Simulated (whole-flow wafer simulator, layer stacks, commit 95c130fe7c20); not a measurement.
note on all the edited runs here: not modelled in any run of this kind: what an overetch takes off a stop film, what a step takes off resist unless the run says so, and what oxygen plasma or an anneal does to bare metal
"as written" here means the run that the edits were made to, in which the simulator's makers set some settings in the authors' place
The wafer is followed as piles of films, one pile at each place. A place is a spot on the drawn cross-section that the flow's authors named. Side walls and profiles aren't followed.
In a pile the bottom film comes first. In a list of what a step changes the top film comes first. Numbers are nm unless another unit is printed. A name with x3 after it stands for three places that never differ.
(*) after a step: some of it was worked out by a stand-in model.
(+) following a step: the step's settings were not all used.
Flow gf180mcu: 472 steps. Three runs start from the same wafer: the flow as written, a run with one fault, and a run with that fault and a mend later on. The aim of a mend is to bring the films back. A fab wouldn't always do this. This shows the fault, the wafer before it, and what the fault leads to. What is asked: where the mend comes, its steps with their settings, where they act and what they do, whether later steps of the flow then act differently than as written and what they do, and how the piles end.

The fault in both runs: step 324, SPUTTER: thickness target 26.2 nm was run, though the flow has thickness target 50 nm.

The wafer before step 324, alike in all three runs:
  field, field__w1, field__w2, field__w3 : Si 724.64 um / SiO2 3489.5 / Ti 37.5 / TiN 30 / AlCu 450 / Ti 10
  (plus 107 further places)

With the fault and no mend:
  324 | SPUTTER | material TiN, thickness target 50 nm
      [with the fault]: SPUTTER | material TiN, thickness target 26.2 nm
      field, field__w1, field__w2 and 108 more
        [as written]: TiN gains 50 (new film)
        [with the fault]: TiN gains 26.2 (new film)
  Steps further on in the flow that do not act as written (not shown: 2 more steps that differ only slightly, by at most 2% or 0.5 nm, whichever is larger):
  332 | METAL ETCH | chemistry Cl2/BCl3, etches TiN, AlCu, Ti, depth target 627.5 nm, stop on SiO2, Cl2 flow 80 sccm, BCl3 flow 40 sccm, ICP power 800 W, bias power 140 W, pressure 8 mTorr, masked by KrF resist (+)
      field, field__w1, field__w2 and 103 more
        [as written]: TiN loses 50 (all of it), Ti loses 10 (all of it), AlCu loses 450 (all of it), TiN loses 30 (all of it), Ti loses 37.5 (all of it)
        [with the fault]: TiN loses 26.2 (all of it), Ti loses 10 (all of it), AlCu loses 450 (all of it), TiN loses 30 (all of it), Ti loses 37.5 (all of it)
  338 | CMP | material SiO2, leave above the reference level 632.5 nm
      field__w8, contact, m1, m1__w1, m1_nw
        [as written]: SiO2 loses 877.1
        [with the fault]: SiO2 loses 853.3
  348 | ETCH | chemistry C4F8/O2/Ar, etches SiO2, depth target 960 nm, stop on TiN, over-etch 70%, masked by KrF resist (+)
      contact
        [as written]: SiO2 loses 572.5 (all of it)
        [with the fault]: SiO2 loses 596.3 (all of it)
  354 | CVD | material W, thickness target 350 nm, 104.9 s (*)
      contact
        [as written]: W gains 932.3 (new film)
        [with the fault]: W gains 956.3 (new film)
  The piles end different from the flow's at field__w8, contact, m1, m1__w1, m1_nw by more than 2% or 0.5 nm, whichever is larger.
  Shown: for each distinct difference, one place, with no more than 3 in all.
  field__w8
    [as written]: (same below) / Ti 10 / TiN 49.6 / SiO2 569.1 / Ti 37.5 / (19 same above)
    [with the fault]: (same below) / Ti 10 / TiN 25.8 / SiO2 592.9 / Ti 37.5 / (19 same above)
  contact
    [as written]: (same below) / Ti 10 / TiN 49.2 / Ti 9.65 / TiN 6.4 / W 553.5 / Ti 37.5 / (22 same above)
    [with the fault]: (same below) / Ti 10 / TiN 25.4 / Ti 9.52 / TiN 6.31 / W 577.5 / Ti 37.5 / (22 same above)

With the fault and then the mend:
  The mend follows step 324.
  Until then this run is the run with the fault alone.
  324a | SPUTTER | material TiN, thickness target 23.8 nm (a further turn of the flow's step 324, with different settings)
      field, field__w1, field__w2 and 108 more
        TiN gains 23.8
  Every later step of the flow that is run acts as written at every place that is followed.
  The piles end the same as the flow's at every place that both follow.
